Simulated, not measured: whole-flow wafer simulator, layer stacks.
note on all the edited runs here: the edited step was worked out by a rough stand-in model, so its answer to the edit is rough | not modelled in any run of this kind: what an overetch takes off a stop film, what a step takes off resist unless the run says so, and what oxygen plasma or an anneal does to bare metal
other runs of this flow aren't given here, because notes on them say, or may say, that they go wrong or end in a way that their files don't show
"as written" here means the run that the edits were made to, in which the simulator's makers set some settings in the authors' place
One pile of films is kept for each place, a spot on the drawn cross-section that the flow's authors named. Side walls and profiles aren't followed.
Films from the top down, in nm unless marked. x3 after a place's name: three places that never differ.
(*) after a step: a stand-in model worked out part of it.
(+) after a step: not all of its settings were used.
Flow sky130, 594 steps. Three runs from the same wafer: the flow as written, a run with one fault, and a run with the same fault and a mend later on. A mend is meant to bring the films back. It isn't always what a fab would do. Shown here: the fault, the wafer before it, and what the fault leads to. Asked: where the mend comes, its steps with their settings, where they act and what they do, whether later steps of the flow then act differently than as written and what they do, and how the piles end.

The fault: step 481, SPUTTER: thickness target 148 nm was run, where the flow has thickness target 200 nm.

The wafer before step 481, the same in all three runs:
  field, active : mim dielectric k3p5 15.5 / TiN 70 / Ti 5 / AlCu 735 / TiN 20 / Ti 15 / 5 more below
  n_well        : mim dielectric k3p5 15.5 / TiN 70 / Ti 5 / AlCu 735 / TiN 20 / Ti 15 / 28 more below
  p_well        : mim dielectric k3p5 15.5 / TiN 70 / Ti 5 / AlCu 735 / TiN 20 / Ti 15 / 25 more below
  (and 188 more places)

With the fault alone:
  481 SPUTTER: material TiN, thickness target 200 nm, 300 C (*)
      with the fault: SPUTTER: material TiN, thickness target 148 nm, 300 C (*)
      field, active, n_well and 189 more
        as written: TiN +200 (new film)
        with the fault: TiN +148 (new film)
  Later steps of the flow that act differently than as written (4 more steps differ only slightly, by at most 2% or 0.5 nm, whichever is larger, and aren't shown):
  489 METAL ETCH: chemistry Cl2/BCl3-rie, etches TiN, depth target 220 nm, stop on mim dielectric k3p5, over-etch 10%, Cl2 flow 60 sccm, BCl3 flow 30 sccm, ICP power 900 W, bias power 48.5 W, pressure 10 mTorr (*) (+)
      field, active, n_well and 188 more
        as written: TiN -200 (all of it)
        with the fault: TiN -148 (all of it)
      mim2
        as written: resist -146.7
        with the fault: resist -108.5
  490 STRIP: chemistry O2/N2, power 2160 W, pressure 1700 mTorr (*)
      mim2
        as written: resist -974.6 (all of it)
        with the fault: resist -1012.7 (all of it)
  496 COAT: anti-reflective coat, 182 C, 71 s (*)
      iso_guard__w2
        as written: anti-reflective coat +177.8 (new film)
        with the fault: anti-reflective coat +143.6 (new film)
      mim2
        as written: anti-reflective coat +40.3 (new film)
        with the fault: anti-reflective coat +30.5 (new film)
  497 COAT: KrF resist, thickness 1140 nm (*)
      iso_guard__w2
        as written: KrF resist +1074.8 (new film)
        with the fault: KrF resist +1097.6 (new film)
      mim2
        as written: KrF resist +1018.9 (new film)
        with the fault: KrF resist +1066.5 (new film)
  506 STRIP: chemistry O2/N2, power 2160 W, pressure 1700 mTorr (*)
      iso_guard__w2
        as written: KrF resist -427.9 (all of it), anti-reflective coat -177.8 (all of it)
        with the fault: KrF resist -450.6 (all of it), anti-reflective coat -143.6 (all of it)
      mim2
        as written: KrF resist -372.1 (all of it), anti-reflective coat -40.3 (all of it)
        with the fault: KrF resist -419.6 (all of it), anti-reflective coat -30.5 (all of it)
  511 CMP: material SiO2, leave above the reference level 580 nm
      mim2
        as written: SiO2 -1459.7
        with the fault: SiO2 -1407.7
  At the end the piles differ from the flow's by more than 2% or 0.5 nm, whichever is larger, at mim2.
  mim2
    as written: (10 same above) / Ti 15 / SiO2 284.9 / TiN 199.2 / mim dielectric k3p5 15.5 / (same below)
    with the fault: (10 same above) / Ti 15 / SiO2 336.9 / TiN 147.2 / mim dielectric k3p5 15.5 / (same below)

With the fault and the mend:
  The mend comes after step 481.
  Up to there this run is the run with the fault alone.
  481a SPUTTER: material TiN, thickness target 52 nm, 300 C (*) (the flow's step 481 once more, with other settings)
      field, active, n_well and 189 more
        TiN +52
  No later step of the flow acts differently than as written at any place that is followed.
  At the end the piles are the same as the flow's at every place that both follow.
